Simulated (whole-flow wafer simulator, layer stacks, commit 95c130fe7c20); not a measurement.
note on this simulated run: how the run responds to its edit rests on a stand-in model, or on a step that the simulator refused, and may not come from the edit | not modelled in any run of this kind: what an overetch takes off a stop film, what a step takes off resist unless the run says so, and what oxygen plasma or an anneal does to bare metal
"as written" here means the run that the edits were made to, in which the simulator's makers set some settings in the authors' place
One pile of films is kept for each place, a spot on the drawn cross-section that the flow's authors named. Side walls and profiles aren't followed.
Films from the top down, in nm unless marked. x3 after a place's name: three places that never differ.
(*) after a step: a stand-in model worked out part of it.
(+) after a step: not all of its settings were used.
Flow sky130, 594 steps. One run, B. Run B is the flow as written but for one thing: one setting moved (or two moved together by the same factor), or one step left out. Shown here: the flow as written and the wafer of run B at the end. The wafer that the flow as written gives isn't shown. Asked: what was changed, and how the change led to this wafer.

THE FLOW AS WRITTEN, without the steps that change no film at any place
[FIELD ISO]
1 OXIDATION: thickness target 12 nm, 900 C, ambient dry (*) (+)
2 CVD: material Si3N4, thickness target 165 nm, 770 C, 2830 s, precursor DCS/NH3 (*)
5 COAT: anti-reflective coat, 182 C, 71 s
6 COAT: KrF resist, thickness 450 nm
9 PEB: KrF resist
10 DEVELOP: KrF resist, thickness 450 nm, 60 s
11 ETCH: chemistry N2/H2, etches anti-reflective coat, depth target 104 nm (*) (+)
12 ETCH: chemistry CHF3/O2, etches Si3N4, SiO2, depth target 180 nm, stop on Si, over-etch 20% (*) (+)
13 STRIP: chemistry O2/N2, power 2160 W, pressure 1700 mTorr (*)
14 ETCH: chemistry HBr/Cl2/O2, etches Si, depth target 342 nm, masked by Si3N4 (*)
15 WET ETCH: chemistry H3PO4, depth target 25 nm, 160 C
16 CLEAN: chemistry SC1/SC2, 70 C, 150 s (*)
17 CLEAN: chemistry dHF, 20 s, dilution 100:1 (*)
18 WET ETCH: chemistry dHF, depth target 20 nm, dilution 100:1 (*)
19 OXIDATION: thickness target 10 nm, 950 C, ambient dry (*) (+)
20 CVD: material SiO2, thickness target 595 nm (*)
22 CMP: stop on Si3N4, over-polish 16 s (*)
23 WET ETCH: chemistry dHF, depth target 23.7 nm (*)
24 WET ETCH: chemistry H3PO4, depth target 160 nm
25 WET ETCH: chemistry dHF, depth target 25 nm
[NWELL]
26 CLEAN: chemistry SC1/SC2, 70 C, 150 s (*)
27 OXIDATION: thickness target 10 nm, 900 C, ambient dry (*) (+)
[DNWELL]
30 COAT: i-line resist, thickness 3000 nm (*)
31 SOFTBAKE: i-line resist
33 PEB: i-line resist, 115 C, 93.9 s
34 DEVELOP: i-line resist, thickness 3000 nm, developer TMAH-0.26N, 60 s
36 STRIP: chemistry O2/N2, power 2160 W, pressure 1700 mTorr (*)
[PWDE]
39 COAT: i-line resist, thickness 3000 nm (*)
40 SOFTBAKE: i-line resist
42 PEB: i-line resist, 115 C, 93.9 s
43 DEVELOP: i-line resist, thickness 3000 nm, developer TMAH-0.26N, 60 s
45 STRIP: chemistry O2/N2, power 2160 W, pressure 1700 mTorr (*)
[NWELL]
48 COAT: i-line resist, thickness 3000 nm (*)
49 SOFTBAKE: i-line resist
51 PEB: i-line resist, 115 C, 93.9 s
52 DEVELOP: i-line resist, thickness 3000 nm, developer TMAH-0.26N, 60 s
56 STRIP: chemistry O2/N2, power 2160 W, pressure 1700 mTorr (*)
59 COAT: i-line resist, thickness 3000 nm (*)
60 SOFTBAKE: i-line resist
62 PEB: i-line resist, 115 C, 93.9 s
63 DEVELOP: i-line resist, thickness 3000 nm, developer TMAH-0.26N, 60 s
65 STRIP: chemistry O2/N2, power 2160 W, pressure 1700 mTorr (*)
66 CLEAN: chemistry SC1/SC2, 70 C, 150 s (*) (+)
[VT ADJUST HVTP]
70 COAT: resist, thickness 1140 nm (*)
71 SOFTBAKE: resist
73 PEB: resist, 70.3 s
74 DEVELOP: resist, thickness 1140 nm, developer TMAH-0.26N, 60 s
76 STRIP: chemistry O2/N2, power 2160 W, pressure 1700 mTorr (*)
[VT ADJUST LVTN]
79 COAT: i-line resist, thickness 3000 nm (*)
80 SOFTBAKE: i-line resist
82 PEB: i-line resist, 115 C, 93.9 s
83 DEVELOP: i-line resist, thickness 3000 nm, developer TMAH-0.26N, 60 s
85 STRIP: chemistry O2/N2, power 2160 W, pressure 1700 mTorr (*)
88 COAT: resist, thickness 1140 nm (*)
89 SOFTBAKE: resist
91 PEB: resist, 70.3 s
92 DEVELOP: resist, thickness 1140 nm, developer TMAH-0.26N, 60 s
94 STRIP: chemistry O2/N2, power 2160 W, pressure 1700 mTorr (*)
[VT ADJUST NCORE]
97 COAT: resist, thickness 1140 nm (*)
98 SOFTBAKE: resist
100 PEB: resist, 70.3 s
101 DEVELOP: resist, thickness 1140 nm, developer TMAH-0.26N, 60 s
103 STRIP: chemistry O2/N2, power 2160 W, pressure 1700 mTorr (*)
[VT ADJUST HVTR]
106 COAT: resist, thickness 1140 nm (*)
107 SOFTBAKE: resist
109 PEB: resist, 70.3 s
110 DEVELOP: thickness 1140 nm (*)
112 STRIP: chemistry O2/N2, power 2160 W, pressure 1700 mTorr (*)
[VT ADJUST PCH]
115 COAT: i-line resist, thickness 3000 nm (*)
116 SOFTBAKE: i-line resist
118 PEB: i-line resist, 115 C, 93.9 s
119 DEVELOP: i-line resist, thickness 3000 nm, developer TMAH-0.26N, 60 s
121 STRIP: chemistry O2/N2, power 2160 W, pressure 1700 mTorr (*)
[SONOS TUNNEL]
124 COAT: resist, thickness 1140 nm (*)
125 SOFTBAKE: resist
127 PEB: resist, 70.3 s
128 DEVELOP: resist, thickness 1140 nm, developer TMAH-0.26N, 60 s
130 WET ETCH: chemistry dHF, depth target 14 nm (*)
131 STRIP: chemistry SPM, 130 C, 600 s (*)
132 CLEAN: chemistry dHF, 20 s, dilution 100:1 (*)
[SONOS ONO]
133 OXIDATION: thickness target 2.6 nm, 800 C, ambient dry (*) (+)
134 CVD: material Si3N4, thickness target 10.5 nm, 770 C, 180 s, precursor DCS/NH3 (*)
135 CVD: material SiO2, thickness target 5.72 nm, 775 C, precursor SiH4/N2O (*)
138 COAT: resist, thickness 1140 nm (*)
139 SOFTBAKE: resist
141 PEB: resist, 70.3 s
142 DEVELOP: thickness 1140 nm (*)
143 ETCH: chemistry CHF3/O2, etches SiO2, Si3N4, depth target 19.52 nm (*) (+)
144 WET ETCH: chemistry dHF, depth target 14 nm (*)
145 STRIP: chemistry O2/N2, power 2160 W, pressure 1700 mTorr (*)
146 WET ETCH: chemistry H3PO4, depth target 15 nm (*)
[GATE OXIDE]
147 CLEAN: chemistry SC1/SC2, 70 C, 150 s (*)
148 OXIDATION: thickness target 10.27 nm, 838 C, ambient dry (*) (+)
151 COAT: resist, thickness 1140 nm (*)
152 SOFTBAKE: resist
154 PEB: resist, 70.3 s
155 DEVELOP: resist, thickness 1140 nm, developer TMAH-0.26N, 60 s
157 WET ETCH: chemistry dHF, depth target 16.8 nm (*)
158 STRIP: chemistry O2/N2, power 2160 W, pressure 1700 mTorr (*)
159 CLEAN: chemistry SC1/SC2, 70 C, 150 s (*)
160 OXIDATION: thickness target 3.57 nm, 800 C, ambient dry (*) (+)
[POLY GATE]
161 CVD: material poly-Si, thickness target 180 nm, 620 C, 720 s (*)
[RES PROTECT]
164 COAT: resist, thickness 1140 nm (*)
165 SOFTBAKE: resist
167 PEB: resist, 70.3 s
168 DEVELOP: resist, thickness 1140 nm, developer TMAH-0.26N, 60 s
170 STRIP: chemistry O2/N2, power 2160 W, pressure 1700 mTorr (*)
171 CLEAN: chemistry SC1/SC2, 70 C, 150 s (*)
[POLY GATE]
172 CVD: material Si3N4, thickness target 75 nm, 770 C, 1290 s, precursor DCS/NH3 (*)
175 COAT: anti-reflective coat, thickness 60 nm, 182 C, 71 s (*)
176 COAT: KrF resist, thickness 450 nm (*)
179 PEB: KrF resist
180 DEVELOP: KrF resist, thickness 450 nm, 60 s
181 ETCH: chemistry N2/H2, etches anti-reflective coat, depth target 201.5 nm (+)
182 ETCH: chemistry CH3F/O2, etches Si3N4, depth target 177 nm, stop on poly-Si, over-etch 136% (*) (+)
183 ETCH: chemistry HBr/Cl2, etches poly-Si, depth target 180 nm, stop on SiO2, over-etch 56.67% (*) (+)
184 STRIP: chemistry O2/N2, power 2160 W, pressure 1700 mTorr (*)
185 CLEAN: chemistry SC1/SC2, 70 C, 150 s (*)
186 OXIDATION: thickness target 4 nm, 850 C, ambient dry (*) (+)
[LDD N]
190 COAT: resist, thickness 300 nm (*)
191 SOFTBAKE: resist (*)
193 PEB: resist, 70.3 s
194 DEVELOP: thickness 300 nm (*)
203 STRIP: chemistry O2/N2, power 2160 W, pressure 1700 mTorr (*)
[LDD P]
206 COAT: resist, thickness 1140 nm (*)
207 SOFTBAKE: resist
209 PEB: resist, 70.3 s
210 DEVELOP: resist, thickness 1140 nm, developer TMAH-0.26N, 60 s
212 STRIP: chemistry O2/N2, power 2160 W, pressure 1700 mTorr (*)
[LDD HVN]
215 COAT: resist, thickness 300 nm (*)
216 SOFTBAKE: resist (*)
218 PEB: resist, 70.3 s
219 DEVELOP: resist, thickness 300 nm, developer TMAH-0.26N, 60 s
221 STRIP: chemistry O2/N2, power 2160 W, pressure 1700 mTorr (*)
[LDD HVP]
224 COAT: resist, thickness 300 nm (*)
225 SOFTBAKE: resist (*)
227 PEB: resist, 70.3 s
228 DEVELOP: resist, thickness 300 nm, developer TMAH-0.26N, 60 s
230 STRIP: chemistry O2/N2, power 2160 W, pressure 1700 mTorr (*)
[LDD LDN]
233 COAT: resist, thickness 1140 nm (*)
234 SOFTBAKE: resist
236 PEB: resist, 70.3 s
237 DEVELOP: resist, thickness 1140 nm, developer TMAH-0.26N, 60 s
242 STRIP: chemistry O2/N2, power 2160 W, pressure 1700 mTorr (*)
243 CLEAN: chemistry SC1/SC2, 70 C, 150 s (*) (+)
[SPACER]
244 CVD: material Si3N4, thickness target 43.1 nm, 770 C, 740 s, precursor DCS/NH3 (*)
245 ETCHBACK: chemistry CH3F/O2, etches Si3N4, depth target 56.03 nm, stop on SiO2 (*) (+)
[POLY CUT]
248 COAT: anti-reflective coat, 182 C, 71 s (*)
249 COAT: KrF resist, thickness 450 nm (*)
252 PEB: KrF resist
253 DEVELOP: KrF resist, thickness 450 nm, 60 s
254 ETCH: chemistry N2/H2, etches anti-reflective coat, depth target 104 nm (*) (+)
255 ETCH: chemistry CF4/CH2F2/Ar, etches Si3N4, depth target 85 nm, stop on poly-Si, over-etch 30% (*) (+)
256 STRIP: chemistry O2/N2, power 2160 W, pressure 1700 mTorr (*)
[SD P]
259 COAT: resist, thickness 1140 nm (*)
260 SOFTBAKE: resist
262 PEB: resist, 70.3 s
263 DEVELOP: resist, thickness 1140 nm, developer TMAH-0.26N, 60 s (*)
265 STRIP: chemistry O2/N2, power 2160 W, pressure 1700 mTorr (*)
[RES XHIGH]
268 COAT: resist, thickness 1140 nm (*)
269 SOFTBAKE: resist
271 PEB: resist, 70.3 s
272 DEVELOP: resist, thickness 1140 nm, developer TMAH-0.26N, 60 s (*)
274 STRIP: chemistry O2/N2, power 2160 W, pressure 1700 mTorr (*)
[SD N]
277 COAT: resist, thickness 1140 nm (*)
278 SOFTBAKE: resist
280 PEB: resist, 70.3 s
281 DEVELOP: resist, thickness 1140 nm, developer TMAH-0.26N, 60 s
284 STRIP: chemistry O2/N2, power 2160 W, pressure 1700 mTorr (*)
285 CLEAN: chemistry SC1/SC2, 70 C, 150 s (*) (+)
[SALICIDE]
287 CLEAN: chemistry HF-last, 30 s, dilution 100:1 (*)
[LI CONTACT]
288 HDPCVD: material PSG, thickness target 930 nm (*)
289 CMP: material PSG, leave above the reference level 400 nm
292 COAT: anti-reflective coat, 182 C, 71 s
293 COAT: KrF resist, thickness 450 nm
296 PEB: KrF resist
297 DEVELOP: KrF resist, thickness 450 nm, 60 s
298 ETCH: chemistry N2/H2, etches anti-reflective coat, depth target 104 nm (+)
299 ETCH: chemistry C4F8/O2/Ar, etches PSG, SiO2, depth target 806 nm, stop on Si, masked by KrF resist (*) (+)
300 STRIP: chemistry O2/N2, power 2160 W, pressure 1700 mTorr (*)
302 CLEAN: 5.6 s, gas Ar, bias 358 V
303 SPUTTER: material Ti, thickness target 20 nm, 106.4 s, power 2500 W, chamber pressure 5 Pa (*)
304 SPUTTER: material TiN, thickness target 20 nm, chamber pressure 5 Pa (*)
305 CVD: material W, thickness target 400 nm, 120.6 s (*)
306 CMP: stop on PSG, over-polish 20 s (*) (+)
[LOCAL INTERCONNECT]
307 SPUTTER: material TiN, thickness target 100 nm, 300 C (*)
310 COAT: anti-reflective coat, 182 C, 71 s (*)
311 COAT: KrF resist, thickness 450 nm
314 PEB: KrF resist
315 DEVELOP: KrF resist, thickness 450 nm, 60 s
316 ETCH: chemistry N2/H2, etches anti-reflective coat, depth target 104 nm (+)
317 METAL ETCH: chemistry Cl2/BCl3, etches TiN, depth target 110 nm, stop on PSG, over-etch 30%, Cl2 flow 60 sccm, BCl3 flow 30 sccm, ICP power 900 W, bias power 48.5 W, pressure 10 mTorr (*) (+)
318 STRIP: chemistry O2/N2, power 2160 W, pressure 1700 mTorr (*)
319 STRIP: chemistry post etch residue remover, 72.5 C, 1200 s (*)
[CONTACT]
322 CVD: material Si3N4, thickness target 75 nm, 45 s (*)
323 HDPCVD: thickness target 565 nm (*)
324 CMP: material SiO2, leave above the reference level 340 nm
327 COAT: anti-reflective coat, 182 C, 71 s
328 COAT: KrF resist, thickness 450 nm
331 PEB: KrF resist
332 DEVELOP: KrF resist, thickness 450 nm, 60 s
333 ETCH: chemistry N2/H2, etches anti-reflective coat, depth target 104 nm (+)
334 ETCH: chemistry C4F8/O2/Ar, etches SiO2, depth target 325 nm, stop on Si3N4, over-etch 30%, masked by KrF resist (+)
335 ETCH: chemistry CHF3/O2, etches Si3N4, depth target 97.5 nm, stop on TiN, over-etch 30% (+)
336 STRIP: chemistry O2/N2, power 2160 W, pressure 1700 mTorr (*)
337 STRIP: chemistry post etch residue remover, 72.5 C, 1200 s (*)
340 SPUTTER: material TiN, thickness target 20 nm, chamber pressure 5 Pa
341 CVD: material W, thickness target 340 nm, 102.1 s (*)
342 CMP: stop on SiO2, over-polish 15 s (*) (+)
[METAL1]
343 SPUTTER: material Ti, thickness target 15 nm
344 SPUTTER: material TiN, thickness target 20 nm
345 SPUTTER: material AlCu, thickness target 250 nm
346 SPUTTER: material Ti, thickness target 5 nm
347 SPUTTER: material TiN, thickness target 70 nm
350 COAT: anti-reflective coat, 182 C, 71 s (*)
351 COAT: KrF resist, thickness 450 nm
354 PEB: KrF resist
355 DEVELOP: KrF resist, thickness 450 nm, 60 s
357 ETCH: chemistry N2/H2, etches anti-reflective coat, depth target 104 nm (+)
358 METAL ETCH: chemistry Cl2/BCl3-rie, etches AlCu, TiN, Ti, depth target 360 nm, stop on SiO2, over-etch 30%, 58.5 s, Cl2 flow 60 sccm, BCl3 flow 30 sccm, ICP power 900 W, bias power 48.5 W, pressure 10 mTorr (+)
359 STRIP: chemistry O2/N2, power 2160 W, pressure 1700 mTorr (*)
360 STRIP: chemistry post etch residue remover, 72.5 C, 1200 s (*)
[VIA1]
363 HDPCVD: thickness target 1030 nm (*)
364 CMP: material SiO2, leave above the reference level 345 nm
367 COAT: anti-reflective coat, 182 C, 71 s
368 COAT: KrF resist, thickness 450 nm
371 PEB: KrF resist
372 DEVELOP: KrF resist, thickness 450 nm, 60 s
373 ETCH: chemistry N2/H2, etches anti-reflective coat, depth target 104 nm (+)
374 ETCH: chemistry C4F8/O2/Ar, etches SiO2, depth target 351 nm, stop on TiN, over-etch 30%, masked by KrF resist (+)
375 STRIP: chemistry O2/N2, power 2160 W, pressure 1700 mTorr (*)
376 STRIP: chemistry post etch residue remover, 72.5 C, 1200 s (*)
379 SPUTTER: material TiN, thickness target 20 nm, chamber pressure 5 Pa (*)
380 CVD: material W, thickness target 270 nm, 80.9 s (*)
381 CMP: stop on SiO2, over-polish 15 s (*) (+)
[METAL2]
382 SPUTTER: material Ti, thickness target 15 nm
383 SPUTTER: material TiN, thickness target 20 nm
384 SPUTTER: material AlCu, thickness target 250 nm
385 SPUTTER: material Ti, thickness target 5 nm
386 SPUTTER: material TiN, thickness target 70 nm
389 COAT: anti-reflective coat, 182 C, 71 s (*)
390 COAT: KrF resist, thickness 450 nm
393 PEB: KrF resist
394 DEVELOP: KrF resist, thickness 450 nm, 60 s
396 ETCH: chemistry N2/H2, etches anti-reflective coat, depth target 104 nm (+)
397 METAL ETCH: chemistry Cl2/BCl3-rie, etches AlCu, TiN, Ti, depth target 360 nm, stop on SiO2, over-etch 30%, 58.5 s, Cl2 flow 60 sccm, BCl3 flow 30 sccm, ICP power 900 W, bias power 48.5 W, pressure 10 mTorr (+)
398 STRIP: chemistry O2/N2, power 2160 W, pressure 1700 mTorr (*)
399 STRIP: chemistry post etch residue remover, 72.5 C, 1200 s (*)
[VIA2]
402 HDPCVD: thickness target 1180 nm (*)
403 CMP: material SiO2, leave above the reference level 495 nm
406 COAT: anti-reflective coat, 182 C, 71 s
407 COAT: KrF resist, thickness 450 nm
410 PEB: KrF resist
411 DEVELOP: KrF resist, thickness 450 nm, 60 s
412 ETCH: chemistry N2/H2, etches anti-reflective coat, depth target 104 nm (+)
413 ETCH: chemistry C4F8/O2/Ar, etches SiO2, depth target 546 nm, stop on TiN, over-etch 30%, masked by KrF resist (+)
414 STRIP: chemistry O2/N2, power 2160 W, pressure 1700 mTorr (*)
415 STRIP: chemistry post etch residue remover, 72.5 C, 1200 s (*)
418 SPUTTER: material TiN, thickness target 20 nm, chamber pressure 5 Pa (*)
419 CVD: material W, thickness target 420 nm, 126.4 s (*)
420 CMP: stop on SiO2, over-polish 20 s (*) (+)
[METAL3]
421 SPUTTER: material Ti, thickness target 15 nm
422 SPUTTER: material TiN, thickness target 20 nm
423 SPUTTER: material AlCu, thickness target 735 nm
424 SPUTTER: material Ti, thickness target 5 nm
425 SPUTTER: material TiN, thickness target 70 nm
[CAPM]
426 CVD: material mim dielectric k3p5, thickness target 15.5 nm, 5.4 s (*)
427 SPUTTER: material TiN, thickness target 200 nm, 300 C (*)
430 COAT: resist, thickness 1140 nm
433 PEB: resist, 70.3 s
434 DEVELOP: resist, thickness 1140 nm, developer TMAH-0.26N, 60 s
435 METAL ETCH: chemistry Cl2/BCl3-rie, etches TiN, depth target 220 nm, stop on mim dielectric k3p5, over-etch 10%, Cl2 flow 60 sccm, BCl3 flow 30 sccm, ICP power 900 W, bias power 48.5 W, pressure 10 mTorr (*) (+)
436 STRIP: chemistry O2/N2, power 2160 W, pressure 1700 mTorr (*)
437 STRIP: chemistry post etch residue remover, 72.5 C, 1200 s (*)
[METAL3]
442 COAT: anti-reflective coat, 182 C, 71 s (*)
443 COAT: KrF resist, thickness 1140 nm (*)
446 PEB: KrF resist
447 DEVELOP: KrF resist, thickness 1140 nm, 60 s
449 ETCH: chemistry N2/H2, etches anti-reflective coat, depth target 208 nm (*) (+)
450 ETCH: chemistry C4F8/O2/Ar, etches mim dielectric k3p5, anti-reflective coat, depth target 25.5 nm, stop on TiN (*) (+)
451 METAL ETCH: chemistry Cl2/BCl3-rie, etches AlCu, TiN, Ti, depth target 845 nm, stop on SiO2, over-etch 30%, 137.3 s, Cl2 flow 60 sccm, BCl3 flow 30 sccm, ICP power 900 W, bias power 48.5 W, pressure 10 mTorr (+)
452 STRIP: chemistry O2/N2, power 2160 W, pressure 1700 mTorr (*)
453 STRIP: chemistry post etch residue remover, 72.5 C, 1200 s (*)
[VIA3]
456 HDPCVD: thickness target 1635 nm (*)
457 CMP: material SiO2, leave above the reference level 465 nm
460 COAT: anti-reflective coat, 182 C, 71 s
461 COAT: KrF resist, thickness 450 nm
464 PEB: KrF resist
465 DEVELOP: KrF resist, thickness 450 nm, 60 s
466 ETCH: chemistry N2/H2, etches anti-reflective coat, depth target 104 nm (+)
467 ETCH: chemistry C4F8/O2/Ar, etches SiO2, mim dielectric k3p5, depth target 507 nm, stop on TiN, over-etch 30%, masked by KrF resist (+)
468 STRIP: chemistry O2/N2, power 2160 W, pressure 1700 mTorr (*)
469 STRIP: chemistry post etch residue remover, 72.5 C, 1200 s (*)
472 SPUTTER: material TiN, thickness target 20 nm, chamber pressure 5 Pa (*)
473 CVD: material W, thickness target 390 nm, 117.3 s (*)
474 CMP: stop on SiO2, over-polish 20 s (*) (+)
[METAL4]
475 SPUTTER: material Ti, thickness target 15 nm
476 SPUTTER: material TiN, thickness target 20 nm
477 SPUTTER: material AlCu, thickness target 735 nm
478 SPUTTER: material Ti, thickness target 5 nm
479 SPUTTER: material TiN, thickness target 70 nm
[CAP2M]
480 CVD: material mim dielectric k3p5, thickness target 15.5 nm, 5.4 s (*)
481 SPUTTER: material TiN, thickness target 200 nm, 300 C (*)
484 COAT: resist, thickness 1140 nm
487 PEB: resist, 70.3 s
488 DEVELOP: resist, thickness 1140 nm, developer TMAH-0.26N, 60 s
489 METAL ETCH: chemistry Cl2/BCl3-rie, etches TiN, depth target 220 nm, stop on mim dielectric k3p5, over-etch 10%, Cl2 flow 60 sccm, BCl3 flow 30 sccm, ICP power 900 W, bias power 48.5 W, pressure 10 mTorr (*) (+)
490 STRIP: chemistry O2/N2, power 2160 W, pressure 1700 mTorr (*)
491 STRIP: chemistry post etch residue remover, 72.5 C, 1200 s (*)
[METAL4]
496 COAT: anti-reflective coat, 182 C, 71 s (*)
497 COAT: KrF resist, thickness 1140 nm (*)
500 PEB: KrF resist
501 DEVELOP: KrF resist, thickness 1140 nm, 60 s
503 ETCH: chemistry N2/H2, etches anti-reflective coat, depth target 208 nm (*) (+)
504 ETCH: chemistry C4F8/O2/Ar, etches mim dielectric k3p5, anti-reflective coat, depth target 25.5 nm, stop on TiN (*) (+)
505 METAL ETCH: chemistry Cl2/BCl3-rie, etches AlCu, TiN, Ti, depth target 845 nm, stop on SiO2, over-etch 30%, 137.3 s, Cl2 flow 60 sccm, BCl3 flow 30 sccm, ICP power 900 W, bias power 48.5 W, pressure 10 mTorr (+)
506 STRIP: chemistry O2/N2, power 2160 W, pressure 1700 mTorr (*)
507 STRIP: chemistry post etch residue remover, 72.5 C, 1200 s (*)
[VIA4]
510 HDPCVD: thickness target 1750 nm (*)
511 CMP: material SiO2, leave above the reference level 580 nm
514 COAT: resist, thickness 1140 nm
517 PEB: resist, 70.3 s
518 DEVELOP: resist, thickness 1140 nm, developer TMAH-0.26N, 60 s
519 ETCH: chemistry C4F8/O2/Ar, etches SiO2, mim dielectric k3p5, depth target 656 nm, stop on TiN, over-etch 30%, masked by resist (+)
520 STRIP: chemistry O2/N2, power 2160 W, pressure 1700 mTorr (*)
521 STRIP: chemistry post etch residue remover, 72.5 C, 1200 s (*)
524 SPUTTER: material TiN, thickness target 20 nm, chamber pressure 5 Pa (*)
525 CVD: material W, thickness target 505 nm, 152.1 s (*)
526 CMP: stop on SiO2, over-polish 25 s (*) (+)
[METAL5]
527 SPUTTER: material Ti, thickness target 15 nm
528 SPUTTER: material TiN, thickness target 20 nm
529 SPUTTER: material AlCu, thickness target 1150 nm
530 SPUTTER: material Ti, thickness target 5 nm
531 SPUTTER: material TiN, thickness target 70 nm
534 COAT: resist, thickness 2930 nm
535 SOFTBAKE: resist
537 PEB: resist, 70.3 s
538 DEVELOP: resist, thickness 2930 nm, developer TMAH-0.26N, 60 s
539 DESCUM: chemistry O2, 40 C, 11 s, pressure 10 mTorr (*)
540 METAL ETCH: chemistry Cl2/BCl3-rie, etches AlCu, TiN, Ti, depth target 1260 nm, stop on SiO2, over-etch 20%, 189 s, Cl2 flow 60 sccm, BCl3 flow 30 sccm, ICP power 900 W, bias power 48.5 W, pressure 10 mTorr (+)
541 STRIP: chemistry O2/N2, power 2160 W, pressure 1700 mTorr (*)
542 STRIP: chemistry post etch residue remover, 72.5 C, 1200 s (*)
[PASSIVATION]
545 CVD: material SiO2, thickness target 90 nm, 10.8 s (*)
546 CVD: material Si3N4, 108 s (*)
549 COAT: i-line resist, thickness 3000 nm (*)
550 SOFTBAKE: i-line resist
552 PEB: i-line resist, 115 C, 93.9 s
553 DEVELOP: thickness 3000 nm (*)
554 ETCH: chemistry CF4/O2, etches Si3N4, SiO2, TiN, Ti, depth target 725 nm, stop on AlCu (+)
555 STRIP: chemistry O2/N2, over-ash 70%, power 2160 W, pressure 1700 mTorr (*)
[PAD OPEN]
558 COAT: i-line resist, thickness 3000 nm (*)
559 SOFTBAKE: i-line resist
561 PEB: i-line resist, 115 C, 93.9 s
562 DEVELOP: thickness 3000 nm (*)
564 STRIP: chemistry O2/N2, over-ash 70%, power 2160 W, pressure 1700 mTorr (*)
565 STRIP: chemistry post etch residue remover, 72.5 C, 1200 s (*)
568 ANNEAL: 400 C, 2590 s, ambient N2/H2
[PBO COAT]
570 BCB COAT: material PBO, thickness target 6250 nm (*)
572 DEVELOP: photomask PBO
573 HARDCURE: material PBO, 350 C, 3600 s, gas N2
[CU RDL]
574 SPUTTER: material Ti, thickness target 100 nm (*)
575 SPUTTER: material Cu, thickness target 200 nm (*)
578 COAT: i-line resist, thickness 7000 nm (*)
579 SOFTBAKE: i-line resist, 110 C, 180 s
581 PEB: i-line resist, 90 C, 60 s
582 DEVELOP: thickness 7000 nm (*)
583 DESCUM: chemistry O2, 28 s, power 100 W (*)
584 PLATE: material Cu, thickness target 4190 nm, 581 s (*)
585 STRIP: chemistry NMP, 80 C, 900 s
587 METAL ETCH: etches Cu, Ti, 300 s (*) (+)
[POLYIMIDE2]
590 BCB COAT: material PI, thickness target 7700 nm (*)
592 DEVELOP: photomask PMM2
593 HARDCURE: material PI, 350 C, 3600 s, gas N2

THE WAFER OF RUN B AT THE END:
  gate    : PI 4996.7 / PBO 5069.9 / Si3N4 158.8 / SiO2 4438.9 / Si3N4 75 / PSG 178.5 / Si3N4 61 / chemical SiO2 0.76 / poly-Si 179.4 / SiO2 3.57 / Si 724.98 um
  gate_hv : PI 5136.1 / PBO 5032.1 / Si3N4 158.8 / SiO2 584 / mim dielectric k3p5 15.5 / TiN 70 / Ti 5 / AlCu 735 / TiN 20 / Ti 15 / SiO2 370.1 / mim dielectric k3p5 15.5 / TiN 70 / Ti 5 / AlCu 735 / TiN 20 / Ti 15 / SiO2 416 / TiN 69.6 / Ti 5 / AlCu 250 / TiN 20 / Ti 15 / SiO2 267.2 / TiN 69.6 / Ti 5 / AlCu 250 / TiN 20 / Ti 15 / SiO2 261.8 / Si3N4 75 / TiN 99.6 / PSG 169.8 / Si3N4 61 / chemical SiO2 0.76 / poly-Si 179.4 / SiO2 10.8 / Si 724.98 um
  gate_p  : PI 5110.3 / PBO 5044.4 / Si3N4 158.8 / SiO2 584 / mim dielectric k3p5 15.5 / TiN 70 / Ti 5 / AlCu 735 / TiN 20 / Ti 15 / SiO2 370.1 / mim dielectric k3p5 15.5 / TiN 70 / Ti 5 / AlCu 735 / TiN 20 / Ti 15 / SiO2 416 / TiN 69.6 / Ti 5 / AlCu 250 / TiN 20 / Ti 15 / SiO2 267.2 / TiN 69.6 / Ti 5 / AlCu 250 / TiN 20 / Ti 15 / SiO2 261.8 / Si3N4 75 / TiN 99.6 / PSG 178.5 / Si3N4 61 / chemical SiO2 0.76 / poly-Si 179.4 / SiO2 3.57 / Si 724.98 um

The cause: step 289, CMP: leave above the reference level 188 nm was run, where the flow has leave above the reference level 400 nm.

How the change led to this, step by step:
  289 CMP: material PSG, leave above the reference level 400 nm
      gate, spacer, gate_p and 34 more: PSG -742 (as written it would be: PSG -530)
      mim, vpp_sp, vpp_ln and 30 more: PSG -545.9 (as written it would be: PSG -333.9)
      (and at 122 more places)
  299 ETCH: chemistry C4F8/O2/Ar, etches PSG, SiO2, depth target 806 nm, stop on Si, masked by KrF resist (*) (+)
      field, active, n_well and 184 more: KrF resist -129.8 (as written it would be: KrF resist -161.2)
      contact, ndiff_licon, ndiff_licon_cpp: PSG -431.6 (all of it), SiO2 -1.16 (all of it) (as written it would be: PSG -643.6 (all of it), SiO2 -1.16 (all of it))
      (and at 2 more places)
  300 STRIP: chemistry O2/N2, power 2160 W, pressure 1700 mTorr (*)
      field, active, n_well and 184 more: KrF resist -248 (all of it), anti-reflective coat -80 (all of it) (as written it would be: KrF resist -216.6 (all of it), anti-reflective coat -80 (all of it))
  303 SPUTTER: material Ti, thickness target 20 nm, 106.4 s, power 2500 W, chamber pressure 5 Pa (*)
      ndiff_licon: Ti +10.1 (new film) (as written it would be: Ti +7.24 (new film))
      ndiff_licon_cpp: Ti +9.1 (new film) (as written it would be: Ti +6.53 (new film))
      (and at 1 more place)
  304 SPUTTER: material TiN, thickness target 20 nm, chamber pressure 5 Pa (*)
      ndiff_licon: TiN +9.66 (new film) (as written it would be: TiN +6.83 (new film))
      ndiff_licon_cpp: TiN +8.73 (new film) (as written it would be: TiN +6.17 (new film))
      (and at 1 more place)
  305 CVD: material W, thickness target 400 nm, 120.6 s (*)
      ndiff_licon: W +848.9 (new film) (as written it would be: W +1066.5 (new film))
      ndiff_licon_cpp: W +850.8 (new film) (as written it would be: W +1067.9 (new film))
      (and at 1 more place)
  306 CMP: stop on PSG, over-polish 20 s (*) (+)
      poly_licon: W -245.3 (as written it would be: W -33.3)
